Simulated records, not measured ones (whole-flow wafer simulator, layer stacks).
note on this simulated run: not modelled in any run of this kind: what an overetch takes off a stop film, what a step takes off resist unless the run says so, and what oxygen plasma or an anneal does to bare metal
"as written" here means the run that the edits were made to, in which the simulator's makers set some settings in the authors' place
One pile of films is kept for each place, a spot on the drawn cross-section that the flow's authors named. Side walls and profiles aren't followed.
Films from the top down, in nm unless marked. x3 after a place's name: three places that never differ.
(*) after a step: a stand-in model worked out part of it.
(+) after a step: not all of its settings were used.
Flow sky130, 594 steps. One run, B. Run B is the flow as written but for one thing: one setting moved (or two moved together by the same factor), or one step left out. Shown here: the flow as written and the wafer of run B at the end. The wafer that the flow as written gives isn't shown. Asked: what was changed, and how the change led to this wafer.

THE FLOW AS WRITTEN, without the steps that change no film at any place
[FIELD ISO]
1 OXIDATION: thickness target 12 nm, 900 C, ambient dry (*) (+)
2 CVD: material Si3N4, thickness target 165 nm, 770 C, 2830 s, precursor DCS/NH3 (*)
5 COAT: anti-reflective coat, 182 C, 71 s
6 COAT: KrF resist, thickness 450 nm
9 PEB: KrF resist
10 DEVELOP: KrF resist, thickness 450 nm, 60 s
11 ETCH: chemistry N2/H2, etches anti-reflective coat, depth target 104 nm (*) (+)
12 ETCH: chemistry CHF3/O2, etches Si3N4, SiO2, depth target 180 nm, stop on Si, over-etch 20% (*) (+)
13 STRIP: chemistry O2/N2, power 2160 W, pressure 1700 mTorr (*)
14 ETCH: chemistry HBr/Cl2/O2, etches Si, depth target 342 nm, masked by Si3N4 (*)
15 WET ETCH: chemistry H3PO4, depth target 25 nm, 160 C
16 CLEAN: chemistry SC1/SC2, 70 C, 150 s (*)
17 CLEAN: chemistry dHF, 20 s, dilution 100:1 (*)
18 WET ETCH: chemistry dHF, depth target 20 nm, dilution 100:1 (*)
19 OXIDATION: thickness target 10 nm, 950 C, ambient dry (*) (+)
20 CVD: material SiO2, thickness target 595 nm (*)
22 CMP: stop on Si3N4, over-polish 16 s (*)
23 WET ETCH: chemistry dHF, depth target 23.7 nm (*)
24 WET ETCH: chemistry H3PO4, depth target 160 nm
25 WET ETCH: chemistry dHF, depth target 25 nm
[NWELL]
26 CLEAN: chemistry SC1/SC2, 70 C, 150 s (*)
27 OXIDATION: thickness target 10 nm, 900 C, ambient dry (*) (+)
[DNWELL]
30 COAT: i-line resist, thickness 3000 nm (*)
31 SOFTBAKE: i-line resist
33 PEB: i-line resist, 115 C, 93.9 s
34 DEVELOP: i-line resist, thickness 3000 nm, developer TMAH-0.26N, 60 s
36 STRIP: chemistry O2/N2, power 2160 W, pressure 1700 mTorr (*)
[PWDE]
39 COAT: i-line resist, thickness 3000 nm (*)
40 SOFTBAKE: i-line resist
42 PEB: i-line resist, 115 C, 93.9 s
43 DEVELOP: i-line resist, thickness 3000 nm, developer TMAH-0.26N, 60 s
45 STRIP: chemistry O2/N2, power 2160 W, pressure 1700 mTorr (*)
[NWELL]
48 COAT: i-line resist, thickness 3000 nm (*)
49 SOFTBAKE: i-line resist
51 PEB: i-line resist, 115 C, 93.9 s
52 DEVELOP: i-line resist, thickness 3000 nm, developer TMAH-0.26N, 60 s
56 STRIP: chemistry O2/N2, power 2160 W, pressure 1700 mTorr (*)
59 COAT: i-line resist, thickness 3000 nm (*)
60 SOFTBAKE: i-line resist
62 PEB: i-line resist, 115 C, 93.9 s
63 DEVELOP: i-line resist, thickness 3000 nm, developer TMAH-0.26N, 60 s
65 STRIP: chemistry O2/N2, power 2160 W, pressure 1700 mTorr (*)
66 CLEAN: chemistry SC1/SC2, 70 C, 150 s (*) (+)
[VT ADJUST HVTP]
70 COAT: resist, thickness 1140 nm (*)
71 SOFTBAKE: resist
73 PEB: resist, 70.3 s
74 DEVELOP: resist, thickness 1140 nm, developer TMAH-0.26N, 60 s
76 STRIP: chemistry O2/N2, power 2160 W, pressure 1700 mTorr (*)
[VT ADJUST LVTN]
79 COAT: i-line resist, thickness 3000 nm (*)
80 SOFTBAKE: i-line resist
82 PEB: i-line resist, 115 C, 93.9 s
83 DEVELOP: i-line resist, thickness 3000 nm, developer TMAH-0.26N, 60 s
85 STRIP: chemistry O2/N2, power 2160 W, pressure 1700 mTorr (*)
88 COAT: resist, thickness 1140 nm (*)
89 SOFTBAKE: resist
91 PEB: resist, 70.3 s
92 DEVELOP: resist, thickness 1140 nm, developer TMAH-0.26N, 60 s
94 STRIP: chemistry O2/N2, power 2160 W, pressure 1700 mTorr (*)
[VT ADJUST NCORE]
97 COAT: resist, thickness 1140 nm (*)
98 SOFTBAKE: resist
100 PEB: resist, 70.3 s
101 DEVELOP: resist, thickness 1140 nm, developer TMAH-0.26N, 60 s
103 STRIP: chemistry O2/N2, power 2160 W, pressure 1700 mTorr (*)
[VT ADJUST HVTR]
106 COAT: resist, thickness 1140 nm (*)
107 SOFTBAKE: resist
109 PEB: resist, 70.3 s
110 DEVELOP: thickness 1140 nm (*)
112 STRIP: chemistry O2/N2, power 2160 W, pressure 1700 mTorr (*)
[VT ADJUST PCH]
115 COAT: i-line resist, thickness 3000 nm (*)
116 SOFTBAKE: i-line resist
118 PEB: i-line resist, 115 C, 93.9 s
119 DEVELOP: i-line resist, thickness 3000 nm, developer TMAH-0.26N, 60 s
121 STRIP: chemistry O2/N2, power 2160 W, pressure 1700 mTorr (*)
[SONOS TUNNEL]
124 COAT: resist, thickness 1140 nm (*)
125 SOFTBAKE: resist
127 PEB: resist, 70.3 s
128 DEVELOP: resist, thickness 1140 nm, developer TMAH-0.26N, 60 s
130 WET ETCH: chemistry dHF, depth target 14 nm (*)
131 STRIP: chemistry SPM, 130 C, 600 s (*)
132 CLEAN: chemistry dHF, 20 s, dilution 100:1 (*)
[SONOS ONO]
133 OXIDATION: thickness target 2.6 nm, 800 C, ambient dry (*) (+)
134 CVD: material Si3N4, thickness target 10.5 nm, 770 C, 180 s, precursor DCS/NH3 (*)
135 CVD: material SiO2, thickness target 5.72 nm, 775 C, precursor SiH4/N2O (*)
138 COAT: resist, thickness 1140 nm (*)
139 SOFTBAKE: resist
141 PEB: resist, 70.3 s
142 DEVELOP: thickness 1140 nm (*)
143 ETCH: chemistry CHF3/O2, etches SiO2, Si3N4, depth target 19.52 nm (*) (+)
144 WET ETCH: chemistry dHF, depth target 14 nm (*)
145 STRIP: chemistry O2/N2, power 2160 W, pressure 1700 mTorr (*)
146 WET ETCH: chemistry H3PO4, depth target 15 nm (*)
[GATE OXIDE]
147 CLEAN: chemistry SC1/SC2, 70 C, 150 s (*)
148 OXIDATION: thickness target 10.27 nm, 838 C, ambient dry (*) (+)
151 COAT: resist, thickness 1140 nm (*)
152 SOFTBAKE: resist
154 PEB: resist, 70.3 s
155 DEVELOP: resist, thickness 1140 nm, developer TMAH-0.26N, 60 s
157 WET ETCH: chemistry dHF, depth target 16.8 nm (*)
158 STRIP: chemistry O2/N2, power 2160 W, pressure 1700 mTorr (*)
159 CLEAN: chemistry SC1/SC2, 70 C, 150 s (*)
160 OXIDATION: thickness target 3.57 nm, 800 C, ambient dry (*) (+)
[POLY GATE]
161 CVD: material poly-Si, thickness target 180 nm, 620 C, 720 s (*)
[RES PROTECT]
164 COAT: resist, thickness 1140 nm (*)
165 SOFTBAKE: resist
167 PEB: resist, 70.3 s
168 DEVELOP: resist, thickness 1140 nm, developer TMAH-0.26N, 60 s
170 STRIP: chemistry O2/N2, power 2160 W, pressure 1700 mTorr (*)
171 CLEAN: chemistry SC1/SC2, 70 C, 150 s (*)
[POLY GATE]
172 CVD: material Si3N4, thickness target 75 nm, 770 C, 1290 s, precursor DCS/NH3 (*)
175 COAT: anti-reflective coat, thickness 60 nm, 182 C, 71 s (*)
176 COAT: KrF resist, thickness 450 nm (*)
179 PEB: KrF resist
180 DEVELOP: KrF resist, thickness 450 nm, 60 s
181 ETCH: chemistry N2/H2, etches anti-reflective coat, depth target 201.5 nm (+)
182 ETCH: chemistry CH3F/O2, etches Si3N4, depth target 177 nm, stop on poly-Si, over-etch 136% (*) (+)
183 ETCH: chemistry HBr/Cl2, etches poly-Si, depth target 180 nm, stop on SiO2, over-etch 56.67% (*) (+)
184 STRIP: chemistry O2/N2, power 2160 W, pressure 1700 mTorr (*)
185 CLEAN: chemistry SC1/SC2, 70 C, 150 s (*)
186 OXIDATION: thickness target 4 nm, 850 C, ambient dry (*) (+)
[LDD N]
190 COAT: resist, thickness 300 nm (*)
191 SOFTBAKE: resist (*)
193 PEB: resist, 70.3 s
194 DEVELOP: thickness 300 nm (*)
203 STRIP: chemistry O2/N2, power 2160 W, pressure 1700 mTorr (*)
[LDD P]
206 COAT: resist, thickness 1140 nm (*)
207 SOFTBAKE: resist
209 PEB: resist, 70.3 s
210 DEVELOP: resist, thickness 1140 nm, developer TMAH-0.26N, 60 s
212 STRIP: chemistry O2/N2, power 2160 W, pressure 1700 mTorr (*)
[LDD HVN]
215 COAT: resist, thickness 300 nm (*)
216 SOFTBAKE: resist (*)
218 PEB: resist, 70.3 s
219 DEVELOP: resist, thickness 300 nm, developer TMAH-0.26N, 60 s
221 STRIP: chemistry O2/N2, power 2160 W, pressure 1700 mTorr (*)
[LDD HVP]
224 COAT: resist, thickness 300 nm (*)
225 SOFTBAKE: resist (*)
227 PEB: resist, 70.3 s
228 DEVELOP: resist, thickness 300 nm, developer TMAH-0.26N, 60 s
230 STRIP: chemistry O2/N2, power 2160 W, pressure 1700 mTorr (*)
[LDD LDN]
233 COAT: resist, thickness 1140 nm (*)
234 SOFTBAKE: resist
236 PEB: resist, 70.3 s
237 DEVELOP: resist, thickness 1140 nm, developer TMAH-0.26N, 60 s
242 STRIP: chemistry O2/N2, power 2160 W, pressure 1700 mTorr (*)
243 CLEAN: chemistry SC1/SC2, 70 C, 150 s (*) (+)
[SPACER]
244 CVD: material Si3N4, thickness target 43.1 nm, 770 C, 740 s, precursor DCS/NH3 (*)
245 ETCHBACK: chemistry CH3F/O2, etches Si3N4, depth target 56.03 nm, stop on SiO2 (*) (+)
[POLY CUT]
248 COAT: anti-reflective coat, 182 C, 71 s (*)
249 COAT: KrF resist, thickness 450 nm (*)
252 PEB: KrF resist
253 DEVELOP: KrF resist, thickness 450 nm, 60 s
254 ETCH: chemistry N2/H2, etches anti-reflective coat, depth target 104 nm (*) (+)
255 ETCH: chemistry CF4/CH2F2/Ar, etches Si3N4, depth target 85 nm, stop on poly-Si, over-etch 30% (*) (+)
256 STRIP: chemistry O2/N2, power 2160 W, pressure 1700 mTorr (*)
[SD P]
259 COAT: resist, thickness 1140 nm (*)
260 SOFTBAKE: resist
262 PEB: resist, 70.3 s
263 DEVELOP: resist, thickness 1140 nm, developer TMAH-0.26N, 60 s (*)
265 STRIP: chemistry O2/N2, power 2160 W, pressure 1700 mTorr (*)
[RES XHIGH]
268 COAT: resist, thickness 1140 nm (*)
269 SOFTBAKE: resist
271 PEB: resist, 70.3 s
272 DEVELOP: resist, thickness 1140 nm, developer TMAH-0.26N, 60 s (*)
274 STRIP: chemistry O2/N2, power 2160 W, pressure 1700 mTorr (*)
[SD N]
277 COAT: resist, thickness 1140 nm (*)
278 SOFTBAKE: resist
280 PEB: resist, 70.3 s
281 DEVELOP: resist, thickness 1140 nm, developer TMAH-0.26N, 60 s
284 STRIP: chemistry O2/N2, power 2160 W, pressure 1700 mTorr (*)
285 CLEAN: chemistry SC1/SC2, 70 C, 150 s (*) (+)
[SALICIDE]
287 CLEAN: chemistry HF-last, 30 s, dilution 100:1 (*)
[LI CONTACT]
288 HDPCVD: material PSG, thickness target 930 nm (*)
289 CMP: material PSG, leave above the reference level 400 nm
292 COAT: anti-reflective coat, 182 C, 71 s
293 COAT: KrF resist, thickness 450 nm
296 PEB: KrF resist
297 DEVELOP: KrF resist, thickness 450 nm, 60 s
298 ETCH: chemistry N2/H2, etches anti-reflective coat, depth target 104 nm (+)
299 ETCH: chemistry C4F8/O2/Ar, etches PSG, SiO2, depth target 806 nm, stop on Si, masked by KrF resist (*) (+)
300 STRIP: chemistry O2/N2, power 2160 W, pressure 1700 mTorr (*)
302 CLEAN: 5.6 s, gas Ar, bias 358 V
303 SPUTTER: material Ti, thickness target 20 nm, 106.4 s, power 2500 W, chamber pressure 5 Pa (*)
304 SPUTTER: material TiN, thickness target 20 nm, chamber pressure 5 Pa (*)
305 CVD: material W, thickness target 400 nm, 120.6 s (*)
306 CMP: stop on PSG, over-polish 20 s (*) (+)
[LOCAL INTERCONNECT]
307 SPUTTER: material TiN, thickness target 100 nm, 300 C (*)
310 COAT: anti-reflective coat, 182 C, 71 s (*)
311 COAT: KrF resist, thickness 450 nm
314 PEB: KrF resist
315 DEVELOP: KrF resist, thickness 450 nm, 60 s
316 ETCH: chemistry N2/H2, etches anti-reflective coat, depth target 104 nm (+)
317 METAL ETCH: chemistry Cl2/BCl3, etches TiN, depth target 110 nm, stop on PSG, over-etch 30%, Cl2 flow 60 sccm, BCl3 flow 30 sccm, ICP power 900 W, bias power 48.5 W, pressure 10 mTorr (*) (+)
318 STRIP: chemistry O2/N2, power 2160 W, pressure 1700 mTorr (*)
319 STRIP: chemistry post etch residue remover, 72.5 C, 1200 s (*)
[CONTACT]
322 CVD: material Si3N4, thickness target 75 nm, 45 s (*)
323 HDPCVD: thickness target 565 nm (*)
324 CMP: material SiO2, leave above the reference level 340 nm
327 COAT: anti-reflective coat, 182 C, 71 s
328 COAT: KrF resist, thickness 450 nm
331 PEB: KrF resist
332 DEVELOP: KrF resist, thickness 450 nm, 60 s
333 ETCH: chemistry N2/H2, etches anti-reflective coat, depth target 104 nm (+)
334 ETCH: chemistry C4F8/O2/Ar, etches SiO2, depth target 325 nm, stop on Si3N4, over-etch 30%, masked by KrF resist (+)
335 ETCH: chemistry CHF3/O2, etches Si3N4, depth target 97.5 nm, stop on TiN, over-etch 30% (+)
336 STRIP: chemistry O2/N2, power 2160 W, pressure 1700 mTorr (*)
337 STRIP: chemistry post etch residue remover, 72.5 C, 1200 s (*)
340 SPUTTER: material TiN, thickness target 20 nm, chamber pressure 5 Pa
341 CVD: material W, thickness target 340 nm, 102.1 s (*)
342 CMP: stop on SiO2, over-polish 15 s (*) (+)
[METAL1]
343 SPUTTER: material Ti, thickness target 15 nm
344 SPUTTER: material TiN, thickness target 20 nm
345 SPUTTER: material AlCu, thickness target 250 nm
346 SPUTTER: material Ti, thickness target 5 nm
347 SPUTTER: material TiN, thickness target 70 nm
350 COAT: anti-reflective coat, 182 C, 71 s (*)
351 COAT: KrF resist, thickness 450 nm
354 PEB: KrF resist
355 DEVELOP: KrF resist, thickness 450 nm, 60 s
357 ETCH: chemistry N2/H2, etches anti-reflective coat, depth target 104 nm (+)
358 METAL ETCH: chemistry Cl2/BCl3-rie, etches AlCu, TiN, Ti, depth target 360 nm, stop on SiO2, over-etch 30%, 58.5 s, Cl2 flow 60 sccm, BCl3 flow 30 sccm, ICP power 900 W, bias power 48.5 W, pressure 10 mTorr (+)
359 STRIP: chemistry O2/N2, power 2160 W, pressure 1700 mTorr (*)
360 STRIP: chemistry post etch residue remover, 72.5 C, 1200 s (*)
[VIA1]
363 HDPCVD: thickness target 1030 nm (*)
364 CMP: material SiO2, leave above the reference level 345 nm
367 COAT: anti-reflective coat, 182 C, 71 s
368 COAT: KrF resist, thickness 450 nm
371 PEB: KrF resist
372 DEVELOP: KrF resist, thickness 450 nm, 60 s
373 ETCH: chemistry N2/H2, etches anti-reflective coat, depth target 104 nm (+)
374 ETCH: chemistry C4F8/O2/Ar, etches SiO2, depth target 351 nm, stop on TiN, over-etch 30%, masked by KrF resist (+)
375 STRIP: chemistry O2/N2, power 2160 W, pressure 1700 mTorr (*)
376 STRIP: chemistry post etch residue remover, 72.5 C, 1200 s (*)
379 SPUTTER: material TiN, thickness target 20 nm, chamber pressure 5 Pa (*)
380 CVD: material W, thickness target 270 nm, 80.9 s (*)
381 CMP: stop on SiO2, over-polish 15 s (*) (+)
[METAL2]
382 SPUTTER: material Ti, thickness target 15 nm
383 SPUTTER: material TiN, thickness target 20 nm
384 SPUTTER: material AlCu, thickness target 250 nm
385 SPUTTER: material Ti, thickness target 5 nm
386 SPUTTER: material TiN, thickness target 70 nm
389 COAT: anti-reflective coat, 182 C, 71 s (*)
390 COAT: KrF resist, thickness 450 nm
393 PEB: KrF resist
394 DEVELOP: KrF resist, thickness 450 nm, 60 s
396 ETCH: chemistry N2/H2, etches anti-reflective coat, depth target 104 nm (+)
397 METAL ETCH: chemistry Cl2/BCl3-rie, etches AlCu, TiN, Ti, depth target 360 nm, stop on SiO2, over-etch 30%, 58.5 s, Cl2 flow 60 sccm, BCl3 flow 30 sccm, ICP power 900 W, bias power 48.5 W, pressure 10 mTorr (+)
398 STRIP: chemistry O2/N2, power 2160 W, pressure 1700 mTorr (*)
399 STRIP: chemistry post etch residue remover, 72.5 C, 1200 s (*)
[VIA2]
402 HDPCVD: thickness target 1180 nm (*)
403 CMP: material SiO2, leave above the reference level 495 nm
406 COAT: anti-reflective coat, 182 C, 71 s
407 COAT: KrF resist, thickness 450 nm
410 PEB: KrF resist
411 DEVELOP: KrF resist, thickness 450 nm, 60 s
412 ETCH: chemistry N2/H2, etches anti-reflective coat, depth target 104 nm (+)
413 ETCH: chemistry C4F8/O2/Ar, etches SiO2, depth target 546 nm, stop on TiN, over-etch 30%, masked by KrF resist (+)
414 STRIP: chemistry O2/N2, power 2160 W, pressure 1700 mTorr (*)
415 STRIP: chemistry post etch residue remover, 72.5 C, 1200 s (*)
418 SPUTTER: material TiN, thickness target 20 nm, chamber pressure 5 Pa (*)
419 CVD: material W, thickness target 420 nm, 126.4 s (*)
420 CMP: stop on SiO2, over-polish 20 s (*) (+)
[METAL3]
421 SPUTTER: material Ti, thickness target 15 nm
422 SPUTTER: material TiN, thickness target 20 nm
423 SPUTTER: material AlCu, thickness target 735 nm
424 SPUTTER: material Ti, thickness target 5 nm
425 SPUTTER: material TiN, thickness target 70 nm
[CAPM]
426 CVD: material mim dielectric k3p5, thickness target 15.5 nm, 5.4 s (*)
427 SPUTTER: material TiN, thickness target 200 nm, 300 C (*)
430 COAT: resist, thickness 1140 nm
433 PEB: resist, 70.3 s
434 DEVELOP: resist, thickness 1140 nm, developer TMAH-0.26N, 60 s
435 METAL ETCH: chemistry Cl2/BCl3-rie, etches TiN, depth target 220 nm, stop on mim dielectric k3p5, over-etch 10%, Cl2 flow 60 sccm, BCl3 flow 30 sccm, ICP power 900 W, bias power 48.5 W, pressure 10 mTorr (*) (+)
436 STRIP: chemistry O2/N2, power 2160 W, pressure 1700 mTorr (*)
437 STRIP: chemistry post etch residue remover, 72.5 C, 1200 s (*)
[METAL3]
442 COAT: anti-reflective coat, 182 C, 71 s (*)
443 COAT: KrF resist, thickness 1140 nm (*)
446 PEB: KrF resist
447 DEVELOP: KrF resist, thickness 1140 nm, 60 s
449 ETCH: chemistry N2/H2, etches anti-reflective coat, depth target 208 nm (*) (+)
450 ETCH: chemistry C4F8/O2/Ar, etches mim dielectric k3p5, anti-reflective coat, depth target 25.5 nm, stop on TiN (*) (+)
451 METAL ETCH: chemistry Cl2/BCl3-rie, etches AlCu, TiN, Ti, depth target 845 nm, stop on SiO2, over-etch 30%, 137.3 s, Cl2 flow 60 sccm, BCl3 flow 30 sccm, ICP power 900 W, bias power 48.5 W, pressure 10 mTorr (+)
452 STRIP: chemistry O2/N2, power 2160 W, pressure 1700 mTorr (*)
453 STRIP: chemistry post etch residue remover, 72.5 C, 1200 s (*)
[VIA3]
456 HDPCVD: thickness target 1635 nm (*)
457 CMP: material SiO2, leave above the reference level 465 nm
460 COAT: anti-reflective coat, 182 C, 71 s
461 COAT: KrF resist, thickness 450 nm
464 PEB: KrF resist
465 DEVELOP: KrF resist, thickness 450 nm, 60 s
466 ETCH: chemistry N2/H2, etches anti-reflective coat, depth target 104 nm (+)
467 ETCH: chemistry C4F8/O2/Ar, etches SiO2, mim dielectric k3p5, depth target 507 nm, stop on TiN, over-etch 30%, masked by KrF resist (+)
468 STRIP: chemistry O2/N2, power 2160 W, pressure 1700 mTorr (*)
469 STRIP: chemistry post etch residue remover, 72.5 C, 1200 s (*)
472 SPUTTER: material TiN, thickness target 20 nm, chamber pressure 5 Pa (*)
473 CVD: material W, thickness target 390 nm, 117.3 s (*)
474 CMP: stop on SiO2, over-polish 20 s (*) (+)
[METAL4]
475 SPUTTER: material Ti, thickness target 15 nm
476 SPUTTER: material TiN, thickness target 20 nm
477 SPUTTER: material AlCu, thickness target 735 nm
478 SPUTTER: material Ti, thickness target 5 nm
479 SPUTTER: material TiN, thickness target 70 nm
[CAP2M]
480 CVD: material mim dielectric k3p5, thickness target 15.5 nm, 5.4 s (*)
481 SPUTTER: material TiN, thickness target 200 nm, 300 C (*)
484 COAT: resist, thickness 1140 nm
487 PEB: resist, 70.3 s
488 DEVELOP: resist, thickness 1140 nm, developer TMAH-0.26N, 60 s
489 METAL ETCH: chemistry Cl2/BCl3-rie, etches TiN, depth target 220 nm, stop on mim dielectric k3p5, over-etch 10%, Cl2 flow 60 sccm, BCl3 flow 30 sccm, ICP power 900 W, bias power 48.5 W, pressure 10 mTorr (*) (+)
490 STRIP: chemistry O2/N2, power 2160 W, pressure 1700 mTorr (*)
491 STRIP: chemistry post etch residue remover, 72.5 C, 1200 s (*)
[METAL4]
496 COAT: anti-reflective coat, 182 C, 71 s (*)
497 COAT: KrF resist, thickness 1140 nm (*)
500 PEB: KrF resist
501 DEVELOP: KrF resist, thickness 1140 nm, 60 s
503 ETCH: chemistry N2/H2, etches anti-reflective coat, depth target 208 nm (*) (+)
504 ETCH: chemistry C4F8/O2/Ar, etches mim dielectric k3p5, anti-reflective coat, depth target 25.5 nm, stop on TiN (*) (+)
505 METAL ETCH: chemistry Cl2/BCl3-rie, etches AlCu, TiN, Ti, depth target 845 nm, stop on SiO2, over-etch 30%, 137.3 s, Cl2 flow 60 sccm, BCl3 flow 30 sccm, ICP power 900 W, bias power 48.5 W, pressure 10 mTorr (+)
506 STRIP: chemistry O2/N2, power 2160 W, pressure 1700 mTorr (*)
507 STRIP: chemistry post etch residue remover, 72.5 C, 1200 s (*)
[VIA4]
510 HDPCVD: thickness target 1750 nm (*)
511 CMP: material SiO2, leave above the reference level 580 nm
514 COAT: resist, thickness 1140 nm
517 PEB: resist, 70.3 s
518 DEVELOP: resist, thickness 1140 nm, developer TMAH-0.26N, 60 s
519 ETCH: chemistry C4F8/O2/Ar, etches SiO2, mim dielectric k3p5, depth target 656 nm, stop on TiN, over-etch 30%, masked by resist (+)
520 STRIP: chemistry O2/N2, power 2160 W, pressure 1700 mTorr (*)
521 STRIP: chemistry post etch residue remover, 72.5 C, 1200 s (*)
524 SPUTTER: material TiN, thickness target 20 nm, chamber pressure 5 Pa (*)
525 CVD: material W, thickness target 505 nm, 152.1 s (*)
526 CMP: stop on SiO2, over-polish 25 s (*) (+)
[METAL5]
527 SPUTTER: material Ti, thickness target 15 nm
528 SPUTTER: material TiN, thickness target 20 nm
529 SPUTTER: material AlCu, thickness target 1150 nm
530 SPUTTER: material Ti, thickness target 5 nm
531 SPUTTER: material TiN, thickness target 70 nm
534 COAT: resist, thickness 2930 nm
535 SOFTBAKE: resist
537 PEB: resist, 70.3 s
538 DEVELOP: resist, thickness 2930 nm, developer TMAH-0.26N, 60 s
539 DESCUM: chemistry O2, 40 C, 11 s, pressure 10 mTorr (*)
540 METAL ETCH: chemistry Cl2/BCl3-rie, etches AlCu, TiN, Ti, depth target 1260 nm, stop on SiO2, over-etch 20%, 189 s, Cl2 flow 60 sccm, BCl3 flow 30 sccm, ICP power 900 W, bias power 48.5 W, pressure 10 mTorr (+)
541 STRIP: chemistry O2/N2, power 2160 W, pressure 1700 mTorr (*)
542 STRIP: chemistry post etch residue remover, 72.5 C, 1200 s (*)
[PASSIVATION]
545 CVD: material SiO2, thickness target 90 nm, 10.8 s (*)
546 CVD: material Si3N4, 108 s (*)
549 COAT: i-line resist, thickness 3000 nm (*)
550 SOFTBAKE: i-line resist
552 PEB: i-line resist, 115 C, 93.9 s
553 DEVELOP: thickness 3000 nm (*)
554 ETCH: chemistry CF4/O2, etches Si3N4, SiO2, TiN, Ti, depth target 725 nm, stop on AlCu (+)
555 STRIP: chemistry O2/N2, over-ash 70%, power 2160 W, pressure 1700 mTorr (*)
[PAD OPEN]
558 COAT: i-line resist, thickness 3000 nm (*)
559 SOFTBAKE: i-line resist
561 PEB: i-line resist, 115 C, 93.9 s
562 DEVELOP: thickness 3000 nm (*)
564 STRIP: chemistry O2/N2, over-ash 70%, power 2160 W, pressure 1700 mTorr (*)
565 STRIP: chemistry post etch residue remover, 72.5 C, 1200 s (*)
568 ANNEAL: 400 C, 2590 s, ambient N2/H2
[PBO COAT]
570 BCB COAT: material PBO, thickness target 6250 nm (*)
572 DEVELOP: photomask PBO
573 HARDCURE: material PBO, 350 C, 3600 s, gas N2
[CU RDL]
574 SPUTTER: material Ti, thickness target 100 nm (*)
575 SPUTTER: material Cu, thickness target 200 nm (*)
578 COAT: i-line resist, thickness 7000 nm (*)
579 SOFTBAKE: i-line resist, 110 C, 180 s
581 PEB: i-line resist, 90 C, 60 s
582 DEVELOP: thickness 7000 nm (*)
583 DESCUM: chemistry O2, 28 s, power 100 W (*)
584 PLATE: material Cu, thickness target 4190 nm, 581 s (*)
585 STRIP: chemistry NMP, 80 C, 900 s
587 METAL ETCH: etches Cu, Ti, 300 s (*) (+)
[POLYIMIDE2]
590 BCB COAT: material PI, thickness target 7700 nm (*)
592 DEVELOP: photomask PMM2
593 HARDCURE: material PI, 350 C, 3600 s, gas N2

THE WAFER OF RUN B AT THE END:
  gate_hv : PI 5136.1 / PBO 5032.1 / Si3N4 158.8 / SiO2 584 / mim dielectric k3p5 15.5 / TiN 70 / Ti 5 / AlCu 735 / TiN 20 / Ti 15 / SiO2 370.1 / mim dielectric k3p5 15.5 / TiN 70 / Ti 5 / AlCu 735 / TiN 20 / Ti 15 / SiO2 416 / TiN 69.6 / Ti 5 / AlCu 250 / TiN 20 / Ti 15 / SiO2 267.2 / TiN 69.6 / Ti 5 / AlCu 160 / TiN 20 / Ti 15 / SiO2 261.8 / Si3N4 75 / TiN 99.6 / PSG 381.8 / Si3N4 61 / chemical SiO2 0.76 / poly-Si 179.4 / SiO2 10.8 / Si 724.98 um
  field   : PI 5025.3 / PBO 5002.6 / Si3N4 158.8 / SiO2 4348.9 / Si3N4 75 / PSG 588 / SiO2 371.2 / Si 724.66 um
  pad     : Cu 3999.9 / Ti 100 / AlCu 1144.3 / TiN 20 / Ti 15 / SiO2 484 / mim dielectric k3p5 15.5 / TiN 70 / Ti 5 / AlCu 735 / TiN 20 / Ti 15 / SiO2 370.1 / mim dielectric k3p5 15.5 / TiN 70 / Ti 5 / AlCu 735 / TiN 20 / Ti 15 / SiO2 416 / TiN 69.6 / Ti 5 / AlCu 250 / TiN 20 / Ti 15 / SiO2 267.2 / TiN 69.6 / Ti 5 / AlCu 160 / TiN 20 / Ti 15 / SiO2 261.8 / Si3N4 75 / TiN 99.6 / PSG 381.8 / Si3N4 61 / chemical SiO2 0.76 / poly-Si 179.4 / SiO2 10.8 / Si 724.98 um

The cause: step 345, SPUTTER: thickness target 160 nm was run, where the flow has thickness target 250 nm.
It can be read off the wafer: gate_hv has AlCu 160, and step 345 as written asks for 250 nm.

How the change led to this, step by step:
  345 SPUTTER: material AlCu, thickness target 250 nm
      field, active, n_well and 188 more: AlCu +160 (new film) (as written it would be: AlCu +250 (new film))
  358 METAL ETCH: chemistry Cl2/BCl3-rie, etches AlCu, TiN, Ti, depth target 360 nm, stop on SiO2, over-etch 30%, 58.5 s, Cl2 flow 60 sccm, BCl3 flow 30 sccm, ICP power 900 W, bias power 48.5 W, pressure 10 mTorr (+)
      field, active, gate and 81 more: TiN -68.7 (all of it), Ti -5 (all of it), AlCu -160 (all of it), TiN -20 (all of it), Ti -15 (all of it), SiO2 -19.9 (as written it would be: TiN -68.7 (all of it), Ti -5 (all of it), AlCu -250 (all of it), TiN -20 (all of it), Ti -15 (all of it), SiO2 -10.9)
  364 CMP: material SiO2, leave above the reference level 345 nm
      field, active, gate and 81 more: SiO2 -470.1 (as written it would be: SiO2 -389.1)
